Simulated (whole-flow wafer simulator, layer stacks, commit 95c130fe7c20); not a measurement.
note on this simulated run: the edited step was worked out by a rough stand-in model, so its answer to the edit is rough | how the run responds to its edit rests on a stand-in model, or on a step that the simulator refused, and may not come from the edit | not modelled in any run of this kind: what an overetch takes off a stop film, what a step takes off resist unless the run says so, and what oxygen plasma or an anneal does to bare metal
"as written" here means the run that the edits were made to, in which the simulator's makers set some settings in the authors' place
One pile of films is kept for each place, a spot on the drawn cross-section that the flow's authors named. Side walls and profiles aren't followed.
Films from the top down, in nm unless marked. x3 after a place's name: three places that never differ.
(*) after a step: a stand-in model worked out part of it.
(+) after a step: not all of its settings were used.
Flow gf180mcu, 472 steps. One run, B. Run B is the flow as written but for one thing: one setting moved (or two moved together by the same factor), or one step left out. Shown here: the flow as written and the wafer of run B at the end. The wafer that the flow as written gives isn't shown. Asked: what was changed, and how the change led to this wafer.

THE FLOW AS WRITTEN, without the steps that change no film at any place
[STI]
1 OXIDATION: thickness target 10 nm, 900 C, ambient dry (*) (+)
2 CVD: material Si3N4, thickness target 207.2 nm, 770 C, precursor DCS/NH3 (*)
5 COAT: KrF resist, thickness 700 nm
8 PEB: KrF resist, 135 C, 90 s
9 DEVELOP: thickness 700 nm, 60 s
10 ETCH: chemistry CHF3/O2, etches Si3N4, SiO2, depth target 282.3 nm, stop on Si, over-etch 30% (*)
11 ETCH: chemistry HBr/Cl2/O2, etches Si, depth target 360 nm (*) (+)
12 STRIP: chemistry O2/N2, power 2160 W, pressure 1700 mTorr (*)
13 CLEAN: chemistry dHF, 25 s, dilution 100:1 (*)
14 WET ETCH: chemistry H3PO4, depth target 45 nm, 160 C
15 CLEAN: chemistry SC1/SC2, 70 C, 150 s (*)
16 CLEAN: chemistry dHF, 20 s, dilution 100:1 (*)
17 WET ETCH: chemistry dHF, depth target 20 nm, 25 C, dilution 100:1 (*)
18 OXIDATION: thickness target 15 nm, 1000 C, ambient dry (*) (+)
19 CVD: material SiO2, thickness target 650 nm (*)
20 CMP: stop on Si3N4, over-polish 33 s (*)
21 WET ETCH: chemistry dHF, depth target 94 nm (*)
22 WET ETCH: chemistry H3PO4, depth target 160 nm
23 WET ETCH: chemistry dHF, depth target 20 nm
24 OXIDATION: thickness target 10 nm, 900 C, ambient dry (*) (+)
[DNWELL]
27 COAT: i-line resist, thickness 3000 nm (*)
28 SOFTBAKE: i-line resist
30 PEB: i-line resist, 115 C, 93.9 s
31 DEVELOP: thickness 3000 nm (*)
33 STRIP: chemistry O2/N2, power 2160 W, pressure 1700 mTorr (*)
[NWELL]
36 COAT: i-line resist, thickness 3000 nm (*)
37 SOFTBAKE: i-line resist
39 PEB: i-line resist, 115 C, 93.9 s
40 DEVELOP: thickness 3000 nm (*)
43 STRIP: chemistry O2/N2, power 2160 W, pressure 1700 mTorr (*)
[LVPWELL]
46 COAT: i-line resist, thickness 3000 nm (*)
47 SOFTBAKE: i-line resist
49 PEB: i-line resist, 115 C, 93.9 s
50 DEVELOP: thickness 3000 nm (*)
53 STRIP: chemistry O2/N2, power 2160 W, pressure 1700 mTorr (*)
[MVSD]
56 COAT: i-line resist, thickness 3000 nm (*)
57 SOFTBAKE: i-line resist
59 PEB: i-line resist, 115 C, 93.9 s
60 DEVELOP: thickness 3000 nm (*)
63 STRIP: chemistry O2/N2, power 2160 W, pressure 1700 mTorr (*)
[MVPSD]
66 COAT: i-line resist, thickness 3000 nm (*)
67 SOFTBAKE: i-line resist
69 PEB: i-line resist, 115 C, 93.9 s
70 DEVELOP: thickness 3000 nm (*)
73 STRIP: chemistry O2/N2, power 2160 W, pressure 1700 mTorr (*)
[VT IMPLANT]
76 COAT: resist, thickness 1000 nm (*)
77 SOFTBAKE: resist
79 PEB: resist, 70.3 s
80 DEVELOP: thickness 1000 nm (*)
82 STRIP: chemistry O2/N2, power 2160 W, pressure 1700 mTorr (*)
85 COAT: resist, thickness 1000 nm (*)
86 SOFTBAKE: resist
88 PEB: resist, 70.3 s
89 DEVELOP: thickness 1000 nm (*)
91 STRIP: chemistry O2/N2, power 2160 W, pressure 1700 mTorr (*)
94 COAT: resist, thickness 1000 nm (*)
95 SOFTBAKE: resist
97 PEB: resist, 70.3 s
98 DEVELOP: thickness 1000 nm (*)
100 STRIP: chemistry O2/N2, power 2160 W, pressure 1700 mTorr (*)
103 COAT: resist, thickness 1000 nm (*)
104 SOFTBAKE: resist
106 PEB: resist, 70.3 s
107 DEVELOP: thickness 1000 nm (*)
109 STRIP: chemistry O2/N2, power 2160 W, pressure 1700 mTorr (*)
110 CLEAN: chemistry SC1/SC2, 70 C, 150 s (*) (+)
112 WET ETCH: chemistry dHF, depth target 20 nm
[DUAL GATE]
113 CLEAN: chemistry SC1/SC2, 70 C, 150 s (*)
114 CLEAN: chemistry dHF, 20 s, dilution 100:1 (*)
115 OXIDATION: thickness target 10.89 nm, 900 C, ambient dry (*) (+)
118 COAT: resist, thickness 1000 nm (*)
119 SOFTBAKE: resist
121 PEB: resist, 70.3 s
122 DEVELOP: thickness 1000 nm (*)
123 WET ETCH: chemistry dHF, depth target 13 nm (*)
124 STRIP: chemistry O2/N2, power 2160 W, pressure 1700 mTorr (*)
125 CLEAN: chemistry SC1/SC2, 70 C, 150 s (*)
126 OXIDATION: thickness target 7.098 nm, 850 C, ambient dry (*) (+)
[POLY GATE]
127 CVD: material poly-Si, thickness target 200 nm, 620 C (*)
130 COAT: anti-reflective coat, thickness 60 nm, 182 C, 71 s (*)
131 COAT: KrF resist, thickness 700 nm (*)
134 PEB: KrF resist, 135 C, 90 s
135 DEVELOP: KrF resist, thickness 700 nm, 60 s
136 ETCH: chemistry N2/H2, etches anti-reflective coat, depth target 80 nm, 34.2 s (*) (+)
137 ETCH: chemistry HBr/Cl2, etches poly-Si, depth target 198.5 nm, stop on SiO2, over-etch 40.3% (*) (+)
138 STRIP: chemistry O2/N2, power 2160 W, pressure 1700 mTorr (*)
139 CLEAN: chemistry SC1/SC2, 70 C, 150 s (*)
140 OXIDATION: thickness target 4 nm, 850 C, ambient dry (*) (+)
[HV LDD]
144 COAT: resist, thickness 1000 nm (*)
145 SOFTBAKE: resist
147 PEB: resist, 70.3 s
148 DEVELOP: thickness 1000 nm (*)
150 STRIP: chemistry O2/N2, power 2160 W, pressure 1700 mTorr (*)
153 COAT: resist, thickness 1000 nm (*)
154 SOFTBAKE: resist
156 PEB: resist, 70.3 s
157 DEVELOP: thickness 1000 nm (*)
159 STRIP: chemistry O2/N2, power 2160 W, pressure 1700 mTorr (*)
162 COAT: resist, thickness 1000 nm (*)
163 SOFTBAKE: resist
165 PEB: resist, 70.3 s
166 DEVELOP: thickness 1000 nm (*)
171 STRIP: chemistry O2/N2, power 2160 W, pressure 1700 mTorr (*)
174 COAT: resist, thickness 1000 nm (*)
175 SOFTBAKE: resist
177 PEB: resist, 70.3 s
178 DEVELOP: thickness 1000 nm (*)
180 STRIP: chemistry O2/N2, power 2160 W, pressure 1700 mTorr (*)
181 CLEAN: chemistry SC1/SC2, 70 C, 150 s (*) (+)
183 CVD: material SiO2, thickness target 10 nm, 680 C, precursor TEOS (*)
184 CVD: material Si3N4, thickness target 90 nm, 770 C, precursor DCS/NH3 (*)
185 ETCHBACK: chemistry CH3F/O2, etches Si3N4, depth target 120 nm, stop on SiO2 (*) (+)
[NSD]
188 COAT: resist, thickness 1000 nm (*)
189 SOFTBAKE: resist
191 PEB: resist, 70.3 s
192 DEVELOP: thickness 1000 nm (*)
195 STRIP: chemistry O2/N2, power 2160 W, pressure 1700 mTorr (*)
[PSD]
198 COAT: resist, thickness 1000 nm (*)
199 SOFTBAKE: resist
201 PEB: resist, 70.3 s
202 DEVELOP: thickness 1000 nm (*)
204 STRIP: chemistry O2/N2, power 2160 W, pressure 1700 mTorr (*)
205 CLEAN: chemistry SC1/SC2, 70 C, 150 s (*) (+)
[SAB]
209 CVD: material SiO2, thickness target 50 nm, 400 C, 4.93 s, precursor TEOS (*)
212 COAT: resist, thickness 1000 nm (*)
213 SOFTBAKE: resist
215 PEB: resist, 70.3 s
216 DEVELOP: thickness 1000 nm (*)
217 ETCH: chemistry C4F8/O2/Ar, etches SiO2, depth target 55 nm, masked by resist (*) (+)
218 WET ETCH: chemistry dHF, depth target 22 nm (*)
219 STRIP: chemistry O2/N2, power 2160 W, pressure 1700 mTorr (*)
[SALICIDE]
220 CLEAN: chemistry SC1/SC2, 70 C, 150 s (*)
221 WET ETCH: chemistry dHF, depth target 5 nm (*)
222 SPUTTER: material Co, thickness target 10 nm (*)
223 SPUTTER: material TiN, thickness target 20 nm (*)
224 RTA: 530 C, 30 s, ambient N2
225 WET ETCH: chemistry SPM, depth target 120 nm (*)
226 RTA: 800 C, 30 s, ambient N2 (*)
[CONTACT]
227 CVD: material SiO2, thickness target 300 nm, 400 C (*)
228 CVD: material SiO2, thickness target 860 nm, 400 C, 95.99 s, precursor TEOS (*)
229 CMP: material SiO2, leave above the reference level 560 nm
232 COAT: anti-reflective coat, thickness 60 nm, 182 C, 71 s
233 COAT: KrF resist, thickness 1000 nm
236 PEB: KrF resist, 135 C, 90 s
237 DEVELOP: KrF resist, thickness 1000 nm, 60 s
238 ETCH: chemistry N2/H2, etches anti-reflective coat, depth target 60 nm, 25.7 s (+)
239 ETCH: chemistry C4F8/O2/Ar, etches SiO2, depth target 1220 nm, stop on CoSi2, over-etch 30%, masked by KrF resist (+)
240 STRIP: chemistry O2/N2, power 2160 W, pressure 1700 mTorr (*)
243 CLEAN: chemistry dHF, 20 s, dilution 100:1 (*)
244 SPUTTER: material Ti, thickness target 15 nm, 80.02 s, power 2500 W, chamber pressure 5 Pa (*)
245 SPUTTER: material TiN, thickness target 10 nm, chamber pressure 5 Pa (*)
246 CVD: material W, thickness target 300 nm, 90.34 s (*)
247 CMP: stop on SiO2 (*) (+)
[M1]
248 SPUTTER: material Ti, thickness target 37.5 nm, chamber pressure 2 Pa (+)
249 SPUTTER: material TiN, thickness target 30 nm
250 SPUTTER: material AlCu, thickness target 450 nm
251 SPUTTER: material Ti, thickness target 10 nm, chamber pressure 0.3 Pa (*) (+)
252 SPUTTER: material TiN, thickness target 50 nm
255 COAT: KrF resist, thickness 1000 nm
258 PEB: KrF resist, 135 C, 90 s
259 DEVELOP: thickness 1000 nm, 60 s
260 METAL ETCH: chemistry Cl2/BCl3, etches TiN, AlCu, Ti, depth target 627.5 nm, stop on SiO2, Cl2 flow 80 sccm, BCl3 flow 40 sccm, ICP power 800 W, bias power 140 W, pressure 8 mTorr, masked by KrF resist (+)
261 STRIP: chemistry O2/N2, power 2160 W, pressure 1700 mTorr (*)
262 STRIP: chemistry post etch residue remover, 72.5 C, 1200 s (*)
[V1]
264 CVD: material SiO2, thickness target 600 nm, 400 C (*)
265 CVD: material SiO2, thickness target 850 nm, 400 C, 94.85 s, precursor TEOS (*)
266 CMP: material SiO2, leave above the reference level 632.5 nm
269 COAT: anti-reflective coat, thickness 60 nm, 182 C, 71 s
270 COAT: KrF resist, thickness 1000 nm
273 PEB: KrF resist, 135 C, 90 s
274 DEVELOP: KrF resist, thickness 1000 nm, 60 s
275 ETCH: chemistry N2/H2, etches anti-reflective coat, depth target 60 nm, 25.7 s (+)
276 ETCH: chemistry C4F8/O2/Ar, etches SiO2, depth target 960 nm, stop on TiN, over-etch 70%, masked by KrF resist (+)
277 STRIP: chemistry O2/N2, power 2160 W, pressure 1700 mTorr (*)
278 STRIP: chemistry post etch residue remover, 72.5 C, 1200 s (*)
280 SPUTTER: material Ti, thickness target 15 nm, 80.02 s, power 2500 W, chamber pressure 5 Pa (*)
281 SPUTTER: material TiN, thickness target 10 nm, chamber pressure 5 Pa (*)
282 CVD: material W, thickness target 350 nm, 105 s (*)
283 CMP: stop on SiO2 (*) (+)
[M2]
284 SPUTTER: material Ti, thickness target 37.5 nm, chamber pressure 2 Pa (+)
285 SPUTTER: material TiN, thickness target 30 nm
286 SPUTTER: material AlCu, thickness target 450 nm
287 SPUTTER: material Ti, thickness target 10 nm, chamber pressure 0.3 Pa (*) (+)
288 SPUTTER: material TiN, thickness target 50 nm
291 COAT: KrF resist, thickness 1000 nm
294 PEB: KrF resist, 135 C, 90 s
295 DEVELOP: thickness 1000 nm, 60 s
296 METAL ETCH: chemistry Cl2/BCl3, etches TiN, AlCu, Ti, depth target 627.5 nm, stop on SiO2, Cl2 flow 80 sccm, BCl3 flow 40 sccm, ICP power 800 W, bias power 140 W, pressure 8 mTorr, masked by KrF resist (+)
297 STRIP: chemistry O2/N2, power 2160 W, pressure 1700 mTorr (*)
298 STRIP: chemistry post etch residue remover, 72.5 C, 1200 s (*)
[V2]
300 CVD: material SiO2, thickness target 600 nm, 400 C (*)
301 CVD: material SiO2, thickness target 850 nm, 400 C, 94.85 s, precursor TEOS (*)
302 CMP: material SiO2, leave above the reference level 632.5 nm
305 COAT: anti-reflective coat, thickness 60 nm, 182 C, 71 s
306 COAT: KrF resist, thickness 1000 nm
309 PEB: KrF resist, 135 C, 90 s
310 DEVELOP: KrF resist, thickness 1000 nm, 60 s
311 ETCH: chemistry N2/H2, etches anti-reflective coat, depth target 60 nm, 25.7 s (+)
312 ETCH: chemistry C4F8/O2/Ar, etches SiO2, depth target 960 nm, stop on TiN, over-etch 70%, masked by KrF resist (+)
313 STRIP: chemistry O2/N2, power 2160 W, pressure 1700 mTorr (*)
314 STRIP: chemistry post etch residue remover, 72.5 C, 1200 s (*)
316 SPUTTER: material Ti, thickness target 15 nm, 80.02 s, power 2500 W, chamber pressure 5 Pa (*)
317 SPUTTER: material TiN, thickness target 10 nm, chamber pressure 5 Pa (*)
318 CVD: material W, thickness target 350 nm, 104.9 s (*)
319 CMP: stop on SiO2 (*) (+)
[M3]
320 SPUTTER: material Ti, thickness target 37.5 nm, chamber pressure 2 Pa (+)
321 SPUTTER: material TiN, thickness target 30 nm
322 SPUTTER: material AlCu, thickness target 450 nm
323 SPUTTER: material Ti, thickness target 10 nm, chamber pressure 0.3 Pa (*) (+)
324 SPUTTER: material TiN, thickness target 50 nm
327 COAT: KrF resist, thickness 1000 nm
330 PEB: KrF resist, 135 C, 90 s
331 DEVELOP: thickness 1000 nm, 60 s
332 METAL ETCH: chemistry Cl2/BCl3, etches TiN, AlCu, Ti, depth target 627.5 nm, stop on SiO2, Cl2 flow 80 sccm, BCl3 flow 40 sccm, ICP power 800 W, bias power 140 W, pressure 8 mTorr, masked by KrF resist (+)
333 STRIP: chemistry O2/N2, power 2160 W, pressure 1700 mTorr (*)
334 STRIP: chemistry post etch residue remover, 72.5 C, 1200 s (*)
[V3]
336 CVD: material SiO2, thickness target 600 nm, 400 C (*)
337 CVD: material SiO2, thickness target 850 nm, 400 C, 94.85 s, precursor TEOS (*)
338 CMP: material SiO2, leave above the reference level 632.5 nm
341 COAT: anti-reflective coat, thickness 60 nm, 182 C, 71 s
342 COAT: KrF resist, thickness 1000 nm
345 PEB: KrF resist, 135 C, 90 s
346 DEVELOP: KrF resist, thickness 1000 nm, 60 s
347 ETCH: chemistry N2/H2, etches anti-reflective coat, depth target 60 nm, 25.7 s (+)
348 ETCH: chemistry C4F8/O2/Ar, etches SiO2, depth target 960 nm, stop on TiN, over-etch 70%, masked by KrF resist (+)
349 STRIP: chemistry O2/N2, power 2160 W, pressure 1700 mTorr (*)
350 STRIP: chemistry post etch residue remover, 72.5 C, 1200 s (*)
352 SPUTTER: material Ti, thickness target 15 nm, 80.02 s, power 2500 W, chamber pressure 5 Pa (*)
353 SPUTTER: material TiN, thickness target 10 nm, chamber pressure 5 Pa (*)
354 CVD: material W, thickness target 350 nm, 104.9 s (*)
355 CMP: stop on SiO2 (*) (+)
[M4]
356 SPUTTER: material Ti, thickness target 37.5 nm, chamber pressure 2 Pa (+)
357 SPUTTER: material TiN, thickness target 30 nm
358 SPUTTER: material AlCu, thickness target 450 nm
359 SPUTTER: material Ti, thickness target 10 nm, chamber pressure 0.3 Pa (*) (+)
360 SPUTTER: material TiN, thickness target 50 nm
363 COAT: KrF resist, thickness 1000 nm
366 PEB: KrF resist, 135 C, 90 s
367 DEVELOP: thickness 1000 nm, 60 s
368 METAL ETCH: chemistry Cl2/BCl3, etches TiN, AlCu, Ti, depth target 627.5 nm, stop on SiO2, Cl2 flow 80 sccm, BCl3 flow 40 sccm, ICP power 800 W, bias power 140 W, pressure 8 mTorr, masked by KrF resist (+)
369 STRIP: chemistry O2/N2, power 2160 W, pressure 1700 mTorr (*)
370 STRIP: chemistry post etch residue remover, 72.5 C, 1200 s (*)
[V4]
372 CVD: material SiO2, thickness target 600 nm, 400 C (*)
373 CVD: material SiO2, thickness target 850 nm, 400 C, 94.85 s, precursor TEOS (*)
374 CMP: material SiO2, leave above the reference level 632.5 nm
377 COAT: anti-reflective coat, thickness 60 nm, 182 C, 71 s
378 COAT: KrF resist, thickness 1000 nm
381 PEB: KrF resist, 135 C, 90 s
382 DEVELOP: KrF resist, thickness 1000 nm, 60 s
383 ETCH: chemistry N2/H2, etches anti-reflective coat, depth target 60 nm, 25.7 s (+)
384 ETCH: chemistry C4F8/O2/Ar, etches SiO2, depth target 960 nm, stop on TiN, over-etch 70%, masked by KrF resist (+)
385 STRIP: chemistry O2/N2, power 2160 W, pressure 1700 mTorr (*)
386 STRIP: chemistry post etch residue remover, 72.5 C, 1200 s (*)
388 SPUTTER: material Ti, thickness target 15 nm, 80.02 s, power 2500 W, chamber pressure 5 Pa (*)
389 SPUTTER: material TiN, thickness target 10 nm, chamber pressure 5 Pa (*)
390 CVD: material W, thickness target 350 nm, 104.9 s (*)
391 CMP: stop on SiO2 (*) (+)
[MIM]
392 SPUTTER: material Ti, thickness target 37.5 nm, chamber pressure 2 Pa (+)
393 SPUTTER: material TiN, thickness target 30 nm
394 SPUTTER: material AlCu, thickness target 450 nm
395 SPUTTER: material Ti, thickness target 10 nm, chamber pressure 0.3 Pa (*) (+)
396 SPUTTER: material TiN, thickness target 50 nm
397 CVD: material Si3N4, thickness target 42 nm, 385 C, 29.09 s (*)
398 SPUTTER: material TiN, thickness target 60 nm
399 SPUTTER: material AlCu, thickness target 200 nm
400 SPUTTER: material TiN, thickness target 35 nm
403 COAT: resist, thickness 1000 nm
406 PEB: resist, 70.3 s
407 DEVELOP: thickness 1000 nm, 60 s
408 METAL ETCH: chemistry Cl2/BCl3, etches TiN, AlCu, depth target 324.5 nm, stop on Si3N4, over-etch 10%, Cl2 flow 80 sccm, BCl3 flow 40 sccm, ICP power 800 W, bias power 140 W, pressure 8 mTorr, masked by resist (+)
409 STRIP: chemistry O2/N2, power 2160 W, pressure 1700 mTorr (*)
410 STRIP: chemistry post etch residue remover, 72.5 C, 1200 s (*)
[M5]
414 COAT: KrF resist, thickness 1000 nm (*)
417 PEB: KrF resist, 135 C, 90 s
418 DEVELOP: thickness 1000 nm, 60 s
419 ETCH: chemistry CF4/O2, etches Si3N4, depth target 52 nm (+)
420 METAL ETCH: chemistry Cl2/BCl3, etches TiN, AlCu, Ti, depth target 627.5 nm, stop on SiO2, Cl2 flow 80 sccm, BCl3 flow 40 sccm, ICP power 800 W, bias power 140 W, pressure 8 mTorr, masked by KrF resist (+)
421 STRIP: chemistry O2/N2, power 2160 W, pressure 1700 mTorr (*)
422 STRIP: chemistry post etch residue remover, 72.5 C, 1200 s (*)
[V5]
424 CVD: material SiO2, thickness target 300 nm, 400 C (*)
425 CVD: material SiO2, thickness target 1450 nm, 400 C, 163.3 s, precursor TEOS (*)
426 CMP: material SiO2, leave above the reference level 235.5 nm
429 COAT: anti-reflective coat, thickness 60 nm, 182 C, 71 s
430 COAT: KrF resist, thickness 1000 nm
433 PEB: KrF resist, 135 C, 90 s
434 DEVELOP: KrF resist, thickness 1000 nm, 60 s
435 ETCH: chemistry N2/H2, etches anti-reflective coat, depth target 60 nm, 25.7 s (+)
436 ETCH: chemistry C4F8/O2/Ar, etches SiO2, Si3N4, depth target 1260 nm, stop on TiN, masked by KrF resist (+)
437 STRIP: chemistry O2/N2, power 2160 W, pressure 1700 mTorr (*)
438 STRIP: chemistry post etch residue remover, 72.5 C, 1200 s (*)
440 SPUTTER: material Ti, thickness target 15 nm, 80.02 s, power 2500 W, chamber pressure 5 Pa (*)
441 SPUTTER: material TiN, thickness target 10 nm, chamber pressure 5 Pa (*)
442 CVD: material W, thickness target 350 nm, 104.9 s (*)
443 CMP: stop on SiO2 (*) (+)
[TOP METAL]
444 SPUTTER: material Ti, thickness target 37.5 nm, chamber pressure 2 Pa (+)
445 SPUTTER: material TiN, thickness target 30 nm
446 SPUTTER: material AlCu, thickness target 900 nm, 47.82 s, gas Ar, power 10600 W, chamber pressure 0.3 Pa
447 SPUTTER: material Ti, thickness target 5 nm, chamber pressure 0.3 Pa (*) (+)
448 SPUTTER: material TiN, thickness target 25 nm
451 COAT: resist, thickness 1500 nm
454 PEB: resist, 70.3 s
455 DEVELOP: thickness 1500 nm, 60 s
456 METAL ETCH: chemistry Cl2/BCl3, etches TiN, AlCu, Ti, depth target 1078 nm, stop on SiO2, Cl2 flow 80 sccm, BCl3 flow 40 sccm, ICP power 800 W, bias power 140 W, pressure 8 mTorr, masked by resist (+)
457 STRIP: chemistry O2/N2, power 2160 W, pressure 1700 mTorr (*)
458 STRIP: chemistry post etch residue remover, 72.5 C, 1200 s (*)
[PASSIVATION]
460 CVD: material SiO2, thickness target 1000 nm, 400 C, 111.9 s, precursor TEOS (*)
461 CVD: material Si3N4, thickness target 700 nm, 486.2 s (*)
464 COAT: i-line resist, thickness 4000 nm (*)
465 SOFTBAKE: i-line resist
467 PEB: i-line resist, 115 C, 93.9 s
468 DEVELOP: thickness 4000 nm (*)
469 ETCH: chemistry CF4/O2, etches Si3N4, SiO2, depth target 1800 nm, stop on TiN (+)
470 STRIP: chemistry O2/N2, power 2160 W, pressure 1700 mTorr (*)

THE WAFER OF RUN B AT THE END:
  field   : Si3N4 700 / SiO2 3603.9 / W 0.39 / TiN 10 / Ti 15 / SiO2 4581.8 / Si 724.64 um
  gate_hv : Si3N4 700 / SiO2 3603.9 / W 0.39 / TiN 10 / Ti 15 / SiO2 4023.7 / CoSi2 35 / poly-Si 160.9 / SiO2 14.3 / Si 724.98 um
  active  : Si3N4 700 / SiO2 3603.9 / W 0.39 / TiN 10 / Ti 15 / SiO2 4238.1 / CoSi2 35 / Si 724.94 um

The cause: step 337, CVD: thickness target 484 nm was run, where the flow has thickness target 850 nm; step 337, CVD: 54.07 s was run, where the flow has 94.85 s.

How the change led to this, step by step:
  337 CVD: material SiO2, thickness target 850 nm, 400 C, 94.85 s, precursor TEOS (*)
      field, field__w1, field__w2 and 108 more: SiO2 +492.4 (as written it would be: SiO2 +850)
  338 CMP: material SiO2, leave above the reference level 632.5 nm
      field, field__w1, field__w2 and 103 more: nothing (as written it would be: SiO2 -300)
      field__w8, contact, m1, m1__w1, m1_nw: SiO2 -519.4 (as written it would be: SiO2 -877.1)
  341 COAT: anti-reflective coat, thickness 60 nm, 182 C, 71 s
      field: anti-reflective coat +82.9 (new film) (as written it would be: anti-reflective coat +60 (new film))
      field__w8: anti-reflective coat +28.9 (new film) (as written it would be: anti-reflective coat +60 (new film))
      (and at 11 more places)
  342 COAT: KrF resist, thickness 1000 nm
      m1: KrF resist +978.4 (new film) (as written it would be: KrF resist +1000 (new film))
      m1_nw: KrF resist +976.2 (new film) (as written it would be: KrF resist +1000 (new film))
  347 ETCH: chemistry N2/H2, etches anti-reflective coat, depth target 60 nm, 25.7 s (+)
      contact: anti-reflective coat -31 (all of it), SiO2 -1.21 (as written it would be: anti-reflective coat -60 (all of it), SiO2 -0.46)
  349 STRIP: chemistry O2/N2, power 2160 W, pressure 1700 mTorr (*)
      field: KrF resist -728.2 (all of it), anti-reflective coat -82.9 (all of it) (as written it would be: KrF resist -739.2 (all of it), anti-reflective coat -60 (all of it))
      field__w8: KrF resist -733.1 (all of it), anti-reflective coat -28.9 (all of it) (as written it would be: KrF resist -739.2 (all of it), anti-reflective coat -60 (all of it))
      (and at 12 more places)
  354 CVD: material W, thickness target 350 nm, 104.9 s (*)
      contact: W +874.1 (new film) (as written it would be: W +932.3 (new film))
  355 CMP: stop on SiO2 (*) (+)
      field, field__w1, field__w2 and 103 more: W -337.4 (as written it would be: W -350 (all of it), TiN -10 (all of it), Ti -15 (all of it), SiO2 -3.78)
      field__w8, m1, m1__w1, m1_nw: W -350 (all of it), TiN -10 (all of it), Ti -15 (all of it), SiO2 -20 (as written it would be: W -350 (all of it), TiN -10 (all of it), Ti -15 (all of it), SiO2 -3.78)
      (and at 1 more place)
  368 METAL ETCH: chemistry Cl2/BCl3, etches TiN, AlCu, Ti, depth target 627.5 nm, stop on SiO2, Cl2 flow 80 sccm, BCl3 flow 40 sccm, ICP power 800 W, bias power 140 W, pressure 8 mTorr, masked by KrF resist (+)
      field, field__w1, field__w2 and 103 more: TiN -50 (all of it), Ti -10 (all of it), AlCu -450 (all of it), TiN -30 (all of it), Ti -37.5 (all of it), W -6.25 (as written it would be: TiN -50 (all of it), Ti -10 (all of it), AlCu -450 (all of it), TiN -30 (all of it), Ti -37.5 (all of it))
  370 STRIP: chemistry post etch residue remover, 72.5 C, 1200 s (*)
      field, field__w1, field__w2 and 103 more: W -6.01 (as written it would be: nothing)
  372 CVD: material SiO2, thickness target 600 nm, 400 C (*)
      field, field__w1, field__w2 and 103 more: SiO2 +600 (new film) (as written it would be: SiO2 +600)
  374 CMP: material SiO2, leave above the reference level 632.5 nm
      field, field__w1, field__w2 and 103 more: SiO2 -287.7 (as written it would be: SiO2 -300)
Counting metal films that touch as one body, field has 1 body; the flow as written gives 0 bodies.
Counting metal films that touch as one body, gate_hv has 2 bodies (between them, from the top down: SiO2 4023.7); the flow as written gives 1 body.
Counting metal films that touch as one body, active has 2 bodies (between them, from the top down: SiO2 4238.1); the flow as written gives 1 body.
